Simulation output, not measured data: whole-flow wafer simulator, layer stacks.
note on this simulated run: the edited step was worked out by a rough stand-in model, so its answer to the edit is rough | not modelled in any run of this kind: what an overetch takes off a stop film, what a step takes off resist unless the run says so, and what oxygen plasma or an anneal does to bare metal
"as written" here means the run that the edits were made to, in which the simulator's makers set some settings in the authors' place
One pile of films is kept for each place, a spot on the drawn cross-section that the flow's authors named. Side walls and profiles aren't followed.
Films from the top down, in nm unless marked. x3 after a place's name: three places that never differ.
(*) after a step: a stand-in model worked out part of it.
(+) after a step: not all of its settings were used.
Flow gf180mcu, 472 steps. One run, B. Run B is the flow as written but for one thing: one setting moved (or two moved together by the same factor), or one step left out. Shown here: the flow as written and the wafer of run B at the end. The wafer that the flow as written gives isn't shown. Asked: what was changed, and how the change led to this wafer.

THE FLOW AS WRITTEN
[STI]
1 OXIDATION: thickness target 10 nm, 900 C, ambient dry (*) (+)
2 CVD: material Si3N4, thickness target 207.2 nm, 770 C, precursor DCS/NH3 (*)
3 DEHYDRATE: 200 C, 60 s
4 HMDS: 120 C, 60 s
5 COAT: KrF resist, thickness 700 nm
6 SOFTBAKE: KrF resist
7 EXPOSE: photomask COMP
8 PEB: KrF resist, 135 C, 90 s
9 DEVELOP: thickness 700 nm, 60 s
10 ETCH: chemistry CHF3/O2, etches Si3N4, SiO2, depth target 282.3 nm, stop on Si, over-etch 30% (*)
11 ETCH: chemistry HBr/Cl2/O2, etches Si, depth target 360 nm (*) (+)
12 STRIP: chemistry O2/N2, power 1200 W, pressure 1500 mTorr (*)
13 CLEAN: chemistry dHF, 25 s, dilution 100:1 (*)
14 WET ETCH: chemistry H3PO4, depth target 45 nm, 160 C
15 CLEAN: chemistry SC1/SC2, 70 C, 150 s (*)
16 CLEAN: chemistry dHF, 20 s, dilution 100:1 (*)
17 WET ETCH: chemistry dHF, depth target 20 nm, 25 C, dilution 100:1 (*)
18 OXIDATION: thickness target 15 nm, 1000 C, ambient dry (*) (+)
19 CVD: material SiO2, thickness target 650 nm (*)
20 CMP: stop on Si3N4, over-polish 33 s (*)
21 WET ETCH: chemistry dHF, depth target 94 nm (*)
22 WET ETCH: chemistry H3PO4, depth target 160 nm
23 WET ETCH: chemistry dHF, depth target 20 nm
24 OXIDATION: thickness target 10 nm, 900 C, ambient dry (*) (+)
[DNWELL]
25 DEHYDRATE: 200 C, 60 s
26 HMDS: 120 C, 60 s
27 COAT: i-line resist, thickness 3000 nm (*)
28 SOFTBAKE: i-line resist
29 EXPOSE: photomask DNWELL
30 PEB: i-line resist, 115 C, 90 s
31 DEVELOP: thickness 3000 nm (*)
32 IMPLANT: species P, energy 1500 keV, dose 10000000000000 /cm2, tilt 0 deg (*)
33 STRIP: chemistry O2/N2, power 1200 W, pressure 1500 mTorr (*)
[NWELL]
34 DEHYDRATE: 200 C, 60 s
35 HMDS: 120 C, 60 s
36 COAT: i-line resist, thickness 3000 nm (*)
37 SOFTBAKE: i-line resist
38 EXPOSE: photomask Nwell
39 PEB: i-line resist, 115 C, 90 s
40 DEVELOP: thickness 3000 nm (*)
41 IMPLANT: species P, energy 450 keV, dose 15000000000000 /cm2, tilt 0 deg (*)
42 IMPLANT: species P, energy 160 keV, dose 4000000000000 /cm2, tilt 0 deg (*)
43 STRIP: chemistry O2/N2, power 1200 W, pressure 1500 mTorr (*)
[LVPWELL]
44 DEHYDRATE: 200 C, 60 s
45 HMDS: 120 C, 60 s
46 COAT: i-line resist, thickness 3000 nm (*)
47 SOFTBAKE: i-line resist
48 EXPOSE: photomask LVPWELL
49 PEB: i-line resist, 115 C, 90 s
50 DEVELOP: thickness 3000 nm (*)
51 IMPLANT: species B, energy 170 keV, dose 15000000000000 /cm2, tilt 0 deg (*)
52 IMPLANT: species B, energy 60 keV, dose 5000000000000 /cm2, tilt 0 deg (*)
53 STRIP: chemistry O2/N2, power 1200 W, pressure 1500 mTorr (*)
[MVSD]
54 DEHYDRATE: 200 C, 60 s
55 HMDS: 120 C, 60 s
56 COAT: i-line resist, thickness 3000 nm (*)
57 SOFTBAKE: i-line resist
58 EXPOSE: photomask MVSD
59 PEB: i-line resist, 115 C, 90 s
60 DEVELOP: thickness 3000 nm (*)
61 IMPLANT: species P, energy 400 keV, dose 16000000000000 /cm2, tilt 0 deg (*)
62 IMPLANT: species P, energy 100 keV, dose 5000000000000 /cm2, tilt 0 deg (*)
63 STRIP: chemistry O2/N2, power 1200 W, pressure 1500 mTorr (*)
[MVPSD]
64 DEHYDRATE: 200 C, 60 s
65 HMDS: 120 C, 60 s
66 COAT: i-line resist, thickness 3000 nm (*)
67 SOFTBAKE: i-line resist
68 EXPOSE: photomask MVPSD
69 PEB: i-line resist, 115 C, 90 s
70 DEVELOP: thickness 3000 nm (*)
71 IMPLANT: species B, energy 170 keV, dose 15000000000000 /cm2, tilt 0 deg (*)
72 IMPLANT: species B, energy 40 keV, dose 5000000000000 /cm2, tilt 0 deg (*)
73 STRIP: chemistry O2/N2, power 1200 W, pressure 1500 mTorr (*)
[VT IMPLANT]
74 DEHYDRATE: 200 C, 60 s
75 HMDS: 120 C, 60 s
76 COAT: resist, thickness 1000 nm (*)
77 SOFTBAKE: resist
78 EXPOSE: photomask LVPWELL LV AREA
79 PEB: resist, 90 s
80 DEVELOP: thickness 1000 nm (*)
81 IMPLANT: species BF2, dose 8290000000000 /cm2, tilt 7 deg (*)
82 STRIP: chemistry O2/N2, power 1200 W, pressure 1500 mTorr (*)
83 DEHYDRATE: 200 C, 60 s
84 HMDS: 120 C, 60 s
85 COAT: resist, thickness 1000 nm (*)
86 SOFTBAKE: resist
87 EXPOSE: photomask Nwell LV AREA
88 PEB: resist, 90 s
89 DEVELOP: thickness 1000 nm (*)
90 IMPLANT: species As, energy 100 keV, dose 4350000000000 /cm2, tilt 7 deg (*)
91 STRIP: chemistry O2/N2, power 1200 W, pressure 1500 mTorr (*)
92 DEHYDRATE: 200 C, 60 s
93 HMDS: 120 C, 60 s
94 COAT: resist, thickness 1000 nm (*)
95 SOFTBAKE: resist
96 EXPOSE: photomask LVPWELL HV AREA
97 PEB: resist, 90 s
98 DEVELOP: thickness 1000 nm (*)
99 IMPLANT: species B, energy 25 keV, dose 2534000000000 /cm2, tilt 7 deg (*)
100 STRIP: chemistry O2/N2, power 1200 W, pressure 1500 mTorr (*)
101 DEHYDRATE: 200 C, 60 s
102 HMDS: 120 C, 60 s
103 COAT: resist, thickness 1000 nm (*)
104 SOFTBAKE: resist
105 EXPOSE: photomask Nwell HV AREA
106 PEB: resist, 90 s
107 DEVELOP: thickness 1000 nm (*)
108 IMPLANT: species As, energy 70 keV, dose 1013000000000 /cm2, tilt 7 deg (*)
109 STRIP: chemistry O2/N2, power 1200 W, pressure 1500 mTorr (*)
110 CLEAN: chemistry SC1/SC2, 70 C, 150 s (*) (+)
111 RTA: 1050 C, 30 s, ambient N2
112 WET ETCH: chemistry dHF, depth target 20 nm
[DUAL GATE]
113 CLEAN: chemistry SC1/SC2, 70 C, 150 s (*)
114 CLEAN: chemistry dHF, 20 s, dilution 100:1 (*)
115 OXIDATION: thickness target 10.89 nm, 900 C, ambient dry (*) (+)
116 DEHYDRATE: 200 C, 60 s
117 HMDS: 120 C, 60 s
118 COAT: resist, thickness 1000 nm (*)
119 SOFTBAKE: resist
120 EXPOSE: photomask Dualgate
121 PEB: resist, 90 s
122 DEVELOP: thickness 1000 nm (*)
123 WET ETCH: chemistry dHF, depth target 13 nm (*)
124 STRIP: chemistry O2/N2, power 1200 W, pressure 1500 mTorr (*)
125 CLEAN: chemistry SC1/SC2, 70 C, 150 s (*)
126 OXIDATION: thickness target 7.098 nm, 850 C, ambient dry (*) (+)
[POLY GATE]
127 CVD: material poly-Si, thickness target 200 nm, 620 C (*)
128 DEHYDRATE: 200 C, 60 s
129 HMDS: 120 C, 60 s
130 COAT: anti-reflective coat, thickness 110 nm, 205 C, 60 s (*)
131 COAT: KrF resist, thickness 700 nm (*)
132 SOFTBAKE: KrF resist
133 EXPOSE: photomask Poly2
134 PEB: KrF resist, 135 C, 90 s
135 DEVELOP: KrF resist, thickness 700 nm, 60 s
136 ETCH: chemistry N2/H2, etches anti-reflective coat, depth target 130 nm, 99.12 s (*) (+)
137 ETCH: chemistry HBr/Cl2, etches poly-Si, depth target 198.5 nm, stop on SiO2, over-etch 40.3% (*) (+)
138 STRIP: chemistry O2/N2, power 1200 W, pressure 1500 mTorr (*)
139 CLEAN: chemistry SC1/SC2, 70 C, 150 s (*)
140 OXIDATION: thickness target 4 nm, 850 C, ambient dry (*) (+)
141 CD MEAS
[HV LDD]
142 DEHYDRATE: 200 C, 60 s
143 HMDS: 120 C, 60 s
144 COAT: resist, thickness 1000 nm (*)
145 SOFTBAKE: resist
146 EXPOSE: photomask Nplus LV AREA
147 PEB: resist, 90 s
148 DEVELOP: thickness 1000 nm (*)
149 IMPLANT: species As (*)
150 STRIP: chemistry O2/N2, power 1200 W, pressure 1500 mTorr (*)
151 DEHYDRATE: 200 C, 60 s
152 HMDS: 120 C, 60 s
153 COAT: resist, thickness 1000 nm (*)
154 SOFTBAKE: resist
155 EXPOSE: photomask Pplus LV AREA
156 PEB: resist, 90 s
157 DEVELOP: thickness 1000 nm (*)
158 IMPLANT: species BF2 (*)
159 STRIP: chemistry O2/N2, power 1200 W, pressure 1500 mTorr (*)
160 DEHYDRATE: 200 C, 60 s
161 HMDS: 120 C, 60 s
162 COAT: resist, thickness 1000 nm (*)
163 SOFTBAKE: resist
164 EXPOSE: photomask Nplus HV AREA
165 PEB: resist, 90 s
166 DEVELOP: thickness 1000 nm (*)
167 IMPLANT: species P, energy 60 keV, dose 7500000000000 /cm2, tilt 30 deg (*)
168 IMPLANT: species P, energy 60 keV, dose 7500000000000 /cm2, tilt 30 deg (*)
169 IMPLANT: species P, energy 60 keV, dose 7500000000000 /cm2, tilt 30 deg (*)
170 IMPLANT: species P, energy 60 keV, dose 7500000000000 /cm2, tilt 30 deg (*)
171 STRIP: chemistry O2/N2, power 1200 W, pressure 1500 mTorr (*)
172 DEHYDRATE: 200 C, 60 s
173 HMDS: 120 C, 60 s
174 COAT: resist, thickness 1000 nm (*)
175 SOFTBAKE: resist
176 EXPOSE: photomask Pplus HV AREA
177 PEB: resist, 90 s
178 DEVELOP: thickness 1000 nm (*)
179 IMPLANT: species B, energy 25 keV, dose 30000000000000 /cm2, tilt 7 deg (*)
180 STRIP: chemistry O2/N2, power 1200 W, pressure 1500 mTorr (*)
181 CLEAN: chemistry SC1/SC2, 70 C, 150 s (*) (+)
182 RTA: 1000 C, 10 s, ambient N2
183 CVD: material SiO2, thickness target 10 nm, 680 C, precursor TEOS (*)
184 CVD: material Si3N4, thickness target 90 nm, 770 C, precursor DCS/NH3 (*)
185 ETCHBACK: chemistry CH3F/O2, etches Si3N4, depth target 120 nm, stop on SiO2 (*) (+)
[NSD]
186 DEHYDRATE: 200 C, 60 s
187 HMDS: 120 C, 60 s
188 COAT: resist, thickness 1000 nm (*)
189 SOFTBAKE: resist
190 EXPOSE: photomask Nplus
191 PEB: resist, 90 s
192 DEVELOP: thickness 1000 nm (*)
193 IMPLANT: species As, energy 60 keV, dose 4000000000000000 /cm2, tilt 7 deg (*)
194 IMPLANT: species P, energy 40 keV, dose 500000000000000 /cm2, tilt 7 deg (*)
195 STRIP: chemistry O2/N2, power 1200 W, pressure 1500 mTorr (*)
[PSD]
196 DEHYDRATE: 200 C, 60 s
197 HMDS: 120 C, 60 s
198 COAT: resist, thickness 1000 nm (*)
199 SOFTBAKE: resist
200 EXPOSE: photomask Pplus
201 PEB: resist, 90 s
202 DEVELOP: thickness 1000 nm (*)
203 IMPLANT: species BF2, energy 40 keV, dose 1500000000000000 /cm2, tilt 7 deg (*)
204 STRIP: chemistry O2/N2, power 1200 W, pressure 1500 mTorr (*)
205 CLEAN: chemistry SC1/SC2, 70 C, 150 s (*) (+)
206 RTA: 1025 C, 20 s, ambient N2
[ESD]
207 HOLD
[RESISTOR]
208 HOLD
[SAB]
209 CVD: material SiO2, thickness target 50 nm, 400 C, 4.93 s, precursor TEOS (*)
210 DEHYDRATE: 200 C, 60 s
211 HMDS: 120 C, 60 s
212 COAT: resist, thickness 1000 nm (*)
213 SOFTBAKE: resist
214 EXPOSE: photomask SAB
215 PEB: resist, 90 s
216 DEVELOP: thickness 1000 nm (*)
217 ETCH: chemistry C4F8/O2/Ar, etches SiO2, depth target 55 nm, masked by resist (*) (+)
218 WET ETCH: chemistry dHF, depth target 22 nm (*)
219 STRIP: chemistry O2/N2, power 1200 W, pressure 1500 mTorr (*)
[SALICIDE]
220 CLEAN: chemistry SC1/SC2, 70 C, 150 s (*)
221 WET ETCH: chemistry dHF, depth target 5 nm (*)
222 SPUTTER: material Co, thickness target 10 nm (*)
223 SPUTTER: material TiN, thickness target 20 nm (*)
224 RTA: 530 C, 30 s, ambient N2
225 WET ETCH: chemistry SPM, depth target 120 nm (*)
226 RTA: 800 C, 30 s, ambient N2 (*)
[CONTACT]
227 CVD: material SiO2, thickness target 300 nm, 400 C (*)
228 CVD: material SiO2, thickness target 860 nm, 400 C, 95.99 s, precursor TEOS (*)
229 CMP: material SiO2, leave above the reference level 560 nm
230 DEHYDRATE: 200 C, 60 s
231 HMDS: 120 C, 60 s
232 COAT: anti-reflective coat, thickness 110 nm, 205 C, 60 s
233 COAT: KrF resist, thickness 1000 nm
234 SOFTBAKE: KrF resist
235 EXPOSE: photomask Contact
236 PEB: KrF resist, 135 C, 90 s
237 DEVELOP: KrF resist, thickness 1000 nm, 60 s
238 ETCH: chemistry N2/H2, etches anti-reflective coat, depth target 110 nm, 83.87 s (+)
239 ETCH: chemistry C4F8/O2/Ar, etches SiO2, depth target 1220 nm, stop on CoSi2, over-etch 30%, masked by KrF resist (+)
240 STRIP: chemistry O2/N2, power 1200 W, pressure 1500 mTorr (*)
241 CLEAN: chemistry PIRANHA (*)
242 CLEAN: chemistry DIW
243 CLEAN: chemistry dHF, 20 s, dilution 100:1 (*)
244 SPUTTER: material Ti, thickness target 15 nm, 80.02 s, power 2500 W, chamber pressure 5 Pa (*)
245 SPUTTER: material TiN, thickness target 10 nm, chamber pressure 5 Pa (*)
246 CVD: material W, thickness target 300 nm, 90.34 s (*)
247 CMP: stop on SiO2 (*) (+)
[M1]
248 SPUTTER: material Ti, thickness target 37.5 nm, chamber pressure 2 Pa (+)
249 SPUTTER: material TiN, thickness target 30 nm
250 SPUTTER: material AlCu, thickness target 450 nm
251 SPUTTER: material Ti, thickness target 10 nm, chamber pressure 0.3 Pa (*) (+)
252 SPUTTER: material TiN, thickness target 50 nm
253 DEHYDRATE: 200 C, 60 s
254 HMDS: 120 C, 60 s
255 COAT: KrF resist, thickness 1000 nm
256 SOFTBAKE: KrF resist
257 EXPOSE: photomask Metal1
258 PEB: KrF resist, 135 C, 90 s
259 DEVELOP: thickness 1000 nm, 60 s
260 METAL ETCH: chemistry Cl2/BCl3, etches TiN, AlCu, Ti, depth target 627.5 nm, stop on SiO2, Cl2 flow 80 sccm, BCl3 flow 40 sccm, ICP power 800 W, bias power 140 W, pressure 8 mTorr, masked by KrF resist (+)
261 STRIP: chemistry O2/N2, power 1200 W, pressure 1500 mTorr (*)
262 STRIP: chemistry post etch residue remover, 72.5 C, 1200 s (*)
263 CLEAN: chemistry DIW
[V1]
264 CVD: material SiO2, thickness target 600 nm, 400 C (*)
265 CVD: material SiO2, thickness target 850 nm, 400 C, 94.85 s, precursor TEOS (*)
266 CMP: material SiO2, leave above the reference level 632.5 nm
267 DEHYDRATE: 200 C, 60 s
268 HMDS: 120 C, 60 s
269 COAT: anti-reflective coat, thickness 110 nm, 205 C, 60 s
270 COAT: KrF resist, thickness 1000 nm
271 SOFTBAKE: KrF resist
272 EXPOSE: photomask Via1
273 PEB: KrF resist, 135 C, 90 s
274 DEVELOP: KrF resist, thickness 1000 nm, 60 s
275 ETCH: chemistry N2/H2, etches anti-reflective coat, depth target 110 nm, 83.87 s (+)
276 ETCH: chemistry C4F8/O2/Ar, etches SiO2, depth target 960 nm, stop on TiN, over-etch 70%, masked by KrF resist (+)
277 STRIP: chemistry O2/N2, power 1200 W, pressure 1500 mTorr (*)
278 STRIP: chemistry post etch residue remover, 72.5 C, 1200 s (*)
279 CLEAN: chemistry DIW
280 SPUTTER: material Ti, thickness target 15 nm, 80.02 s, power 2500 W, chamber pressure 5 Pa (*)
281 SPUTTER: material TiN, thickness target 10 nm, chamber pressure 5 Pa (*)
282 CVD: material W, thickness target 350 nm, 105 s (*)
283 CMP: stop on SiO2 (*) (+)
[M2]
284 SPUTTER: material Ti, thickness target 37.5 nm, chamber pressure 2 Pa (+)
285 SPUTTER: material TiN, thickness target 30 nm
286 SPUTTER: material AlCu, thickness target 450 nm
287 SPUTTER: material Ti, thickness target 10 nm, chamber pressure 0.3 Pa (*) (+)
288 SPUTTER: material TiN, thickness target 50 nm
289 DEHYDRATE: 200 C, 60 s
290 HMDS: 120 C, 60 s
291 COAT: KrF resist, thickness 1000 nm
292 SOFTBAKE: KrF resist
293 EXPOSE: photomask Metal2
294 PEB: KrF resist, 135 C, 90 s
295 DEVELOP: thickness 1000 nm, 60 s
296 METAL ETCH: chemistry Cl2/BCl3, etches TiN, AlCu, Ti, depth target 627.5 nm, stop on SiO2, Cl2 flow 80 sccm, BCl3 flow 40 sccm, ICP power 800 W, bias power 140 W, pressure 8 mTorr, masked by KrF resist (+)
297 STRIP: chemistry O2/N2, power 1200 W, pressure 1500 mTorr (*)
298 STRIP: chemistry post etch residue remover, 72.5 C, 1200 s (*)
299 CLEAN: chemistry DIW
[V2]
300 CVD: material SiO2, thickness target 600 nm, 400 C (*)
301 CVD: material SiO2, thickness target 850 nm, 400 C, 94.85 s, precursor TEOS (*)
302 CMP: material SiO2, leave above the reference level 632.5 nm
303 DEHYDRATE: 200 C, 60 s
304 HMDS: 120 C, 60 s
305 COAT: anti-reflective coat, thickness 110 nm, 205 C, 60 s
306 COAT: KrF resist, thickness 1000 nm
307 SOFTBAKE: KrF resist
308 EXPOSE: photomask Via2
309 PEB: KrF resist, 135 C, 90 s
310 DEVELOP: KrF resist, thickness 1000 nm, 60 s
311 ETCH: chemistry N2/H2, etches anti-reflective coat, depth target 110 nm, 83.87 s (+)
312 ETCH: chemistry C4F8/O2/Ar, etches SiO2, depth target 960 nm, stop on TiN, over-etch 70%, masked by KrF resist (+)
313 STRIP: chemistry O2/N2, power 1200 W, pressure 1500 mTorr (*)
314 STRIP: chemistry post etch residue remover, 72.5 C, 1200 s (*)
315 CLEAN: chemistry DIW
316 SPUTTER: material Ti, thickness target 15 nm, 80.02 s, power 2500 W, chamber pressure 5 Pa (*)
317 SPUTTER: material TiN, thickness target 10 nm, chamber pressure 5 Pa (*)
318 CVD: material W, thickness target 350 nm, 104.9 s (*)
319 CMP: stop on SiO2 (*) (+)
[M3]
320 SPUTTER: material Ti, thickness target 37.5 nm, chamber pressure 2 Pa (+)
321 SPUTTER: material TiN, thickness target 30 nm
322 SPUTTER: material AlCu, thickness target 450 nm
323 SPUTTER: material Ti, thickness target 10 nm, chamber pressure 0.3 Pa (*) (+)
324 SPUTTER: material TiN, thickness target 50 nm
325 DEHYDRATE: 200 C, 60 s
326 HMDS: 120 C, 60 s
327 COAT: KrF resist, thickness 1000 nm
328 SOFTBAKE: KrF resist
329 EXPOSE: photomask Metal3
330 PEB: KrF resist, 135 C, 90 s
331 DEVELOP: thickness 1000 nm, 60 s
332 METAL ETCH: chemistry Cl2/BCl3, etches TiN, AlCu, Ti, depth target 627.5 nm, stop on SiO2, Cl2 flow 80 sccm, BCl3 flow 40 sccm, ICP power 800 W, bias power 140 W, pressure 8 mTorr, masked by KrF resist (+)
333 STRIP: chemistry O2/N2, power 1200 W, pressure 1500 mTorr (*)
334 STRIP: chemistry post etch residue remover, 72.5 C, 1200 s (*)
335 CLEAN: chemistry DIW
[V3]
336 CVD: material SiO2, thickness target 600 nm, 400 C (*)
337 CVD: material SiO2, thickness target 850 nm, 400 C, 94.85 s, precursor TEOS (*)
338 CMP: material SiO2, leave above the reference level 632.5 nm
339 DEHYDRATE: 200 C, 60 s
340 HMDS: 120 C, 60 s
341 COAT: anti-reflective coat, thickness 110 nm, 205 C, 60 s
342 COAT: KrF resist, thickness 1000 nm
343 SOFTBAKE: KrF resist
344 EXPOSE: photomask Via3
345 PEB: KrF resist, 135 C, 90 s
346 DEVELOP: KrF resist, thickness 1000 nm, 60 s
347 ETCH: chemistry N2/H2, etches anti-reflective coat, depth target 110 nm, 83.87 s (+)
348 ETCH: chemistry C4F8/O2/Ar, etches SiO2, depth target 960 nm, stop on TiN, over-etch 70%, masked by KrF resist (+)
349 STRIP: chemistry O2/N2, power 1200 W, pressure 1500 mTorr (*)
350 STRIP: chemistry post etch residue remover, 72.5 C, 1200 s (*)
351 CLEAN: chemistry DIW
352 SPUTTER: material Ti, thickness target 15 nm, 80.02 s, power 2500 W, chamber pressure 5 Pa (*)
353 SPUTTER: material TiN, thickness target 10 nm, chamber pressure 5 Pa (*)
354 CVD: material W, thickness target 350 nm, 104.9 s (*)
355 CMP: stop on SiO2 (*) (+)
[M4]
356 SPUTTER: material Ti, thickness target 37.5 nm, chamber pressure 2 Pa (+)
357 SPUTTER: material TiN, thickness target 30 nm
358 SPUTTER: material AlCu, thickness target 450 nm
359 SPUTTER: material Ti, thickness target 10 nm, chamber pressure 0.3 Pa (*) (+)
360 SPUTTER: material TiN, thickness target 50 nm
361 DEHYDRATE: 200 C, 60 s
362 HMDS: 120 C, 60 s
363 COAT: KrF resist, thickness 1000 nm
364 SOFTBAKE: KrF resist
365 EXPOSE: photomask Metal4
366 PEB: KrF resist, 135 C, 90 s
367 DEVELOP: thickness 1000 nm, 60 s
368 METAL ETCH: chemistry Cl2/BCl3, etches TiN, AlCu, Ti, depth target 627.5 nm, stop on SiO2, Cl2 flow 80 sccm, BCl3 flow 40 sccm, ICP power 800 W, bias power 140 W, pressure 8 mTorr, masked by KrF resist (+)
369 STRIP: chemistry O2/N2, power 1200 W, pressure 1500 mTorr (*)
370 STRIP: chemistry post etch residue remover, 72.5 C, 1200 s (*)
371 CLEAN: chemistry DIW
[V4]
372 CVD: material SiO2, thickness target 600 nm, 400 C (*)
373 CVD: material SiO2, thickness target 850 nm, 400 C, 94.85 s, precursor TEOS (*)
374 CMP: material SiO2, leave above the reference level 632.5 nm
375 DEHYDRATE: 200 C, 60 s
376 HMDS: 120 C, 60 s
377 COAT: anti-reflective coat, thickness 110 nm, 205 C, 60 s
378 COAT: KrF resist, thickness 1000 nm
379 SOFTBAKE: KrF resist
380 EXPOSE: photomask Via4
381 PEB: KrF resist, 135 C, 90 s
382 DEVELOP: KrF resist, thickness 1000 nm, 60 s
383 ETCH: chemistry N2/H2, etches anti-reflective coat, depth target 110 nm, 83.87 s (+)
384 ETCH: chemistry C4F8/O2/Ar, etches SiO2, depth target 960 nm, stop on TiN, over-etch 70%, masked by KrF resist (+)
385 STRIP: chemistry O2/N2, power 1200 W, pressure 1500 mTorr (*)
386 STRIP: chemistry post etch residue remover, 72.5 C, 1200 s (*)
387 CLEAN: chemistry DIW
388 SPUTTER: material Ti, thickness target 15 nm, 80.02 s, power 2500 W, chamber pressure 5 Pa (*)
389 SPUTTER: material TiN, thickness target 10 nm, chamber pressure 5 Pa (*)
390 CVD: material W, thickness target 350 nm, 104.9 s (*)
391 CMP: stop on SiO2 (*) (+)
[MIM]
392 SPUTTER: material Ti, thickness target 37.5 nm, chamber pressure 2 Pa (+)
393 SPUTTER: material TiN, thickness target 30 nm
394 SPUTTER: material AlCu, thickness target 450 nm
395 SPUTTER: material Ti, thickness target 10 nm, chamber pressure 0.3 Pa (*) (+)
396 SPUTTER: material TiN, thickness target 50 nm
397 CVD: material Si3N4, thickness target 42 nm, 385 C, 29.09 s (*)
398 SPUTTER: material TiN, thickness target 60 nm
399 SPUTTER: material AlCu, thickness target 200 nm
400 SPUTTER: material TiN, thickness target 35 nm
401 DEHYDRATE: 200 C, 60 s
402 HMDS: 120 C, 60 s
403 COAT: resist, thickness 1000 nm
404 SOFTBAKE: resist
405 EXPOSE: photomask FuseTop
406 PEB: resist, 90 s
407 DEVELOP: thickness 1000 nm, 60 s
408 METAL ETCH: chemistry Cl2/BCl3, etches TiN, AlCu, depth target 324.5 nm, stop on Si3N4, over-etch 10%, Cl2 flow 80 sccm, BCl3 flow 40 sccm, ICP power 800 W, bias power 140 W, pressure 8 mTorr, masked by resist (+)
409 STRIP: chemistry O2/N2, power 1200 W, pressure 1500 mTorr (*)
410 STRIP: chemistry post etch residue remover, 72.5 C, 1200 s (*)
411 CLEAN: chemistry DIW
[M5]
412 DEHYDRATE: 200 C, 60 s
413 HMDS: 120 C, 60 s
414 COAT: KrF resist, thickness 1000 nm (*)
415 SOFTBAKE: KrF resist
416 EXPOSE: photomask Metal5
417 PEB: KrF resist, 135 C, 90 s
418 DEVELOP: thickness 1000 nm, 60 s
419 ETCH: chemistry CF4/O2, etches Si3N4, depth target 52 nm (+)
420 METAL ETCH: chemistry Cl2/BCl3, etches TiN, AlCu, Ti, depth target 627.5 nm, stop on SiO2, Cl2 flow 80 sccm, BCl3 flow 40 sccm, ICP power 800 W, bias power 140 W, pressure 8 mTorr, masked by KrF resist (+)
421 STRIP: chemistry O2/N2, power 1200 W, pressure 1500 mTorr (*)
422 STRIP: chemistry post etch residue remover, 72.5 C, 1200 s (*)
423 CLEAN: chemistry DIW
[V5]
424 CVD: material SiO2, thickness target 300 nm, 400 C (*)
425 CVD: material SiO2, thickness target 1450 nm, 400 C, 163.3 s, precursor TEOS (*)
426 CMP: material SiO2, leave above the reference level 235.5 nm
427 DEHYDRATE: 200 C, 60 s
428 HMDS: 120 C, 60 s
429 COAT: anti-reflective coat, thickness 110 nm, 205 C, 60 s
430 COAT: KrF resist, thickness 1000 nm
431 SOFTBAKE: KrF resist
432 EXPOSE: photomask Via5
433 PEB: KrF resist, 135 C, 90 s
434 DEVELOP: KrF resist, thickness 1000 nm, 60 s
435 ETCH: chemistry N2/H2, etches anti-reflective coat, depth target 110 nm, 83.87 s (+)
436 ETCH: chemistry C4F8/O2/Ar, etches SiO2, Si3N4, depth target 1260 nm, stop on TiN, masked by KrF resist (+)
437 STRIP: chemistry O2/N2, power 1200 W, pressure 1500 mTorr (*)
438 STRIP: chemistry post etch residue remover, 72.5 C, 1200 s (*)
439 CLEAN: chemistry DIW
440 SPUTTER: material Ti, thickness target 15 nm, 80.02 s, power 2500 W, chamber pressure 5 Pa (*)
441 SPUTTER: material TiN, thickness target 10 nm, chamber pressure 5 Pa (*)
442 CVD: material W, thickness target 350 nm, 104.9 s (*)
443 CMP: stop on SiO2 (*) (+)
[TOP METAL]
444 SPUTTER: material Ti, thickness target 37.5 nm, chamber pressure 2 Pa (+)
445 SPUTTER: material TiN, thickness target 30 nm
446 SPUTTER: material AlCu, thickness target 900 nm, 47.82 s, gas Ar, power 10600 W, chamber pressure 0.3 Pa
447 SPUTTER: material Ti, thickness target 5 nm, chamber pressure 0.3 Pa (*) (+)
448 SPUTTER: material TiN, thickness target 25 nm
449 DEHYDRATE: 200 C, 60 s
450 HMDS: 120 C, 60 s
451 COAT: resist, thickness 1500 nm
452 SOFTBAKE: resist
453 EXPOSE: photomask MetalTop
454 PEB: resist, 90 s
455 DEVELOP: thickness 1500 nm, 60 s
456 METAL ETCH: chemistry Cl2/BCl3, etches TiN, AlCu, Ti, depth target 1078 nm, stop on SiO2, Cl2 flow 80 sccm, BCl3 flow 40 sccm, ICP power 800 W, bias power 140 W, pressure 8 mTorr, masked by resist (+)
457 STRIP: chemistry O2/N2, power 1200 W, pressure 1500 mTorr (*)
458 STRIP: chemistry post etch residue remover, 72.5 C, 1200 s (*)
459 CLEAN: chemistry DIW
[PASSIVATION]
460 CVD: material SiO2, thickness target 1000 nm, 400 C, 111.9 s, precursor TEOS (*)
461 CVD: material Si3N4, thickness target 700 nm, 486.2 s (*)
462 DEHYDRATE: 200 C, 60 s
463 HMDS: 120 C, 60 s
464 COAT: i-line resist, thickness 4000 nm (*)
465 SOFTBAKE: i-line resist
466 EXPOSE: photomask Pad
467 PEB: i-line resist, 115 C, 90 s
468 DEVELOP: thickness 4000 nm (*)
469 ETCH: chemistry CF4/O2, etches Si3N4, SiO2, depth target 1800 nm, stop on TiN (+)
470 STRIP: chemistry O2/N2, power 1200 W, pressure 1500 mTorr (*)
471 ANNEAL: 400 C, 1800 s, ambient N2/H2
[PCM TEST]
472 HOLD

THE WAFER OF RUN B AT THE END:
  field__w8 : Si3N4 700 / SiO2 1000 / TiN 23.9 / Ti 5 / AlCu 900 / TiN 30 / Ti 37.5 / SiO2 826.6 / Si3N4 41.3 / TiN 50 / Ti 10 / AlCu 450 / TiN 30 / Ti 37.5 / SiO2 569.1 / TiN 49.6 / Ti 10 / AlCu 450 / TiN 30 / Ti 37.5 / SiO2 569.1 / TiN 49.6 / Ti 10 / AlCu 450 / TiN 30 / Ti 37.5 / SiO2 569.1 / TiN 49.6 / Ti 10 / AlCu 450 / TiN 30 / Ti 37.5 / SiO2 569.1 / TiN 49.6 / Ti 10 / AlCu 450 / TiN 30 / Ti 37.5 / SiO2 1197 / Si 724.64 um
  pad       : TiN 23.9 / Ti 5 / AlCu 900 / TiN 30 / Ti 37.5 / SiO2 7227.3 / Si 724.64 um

The cause: step 458, STRIP: 87 C was run, where the flow has 72.5 C.

How the change led to this, step by step:
  458 STRIP: chemistry post etch residue remover, 72.5 C, 1200 s (*)
      field__w8, contact, m1, m1__w1, pad, m1_nw: TiN -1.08 (as written it would be: TiN -0.42)
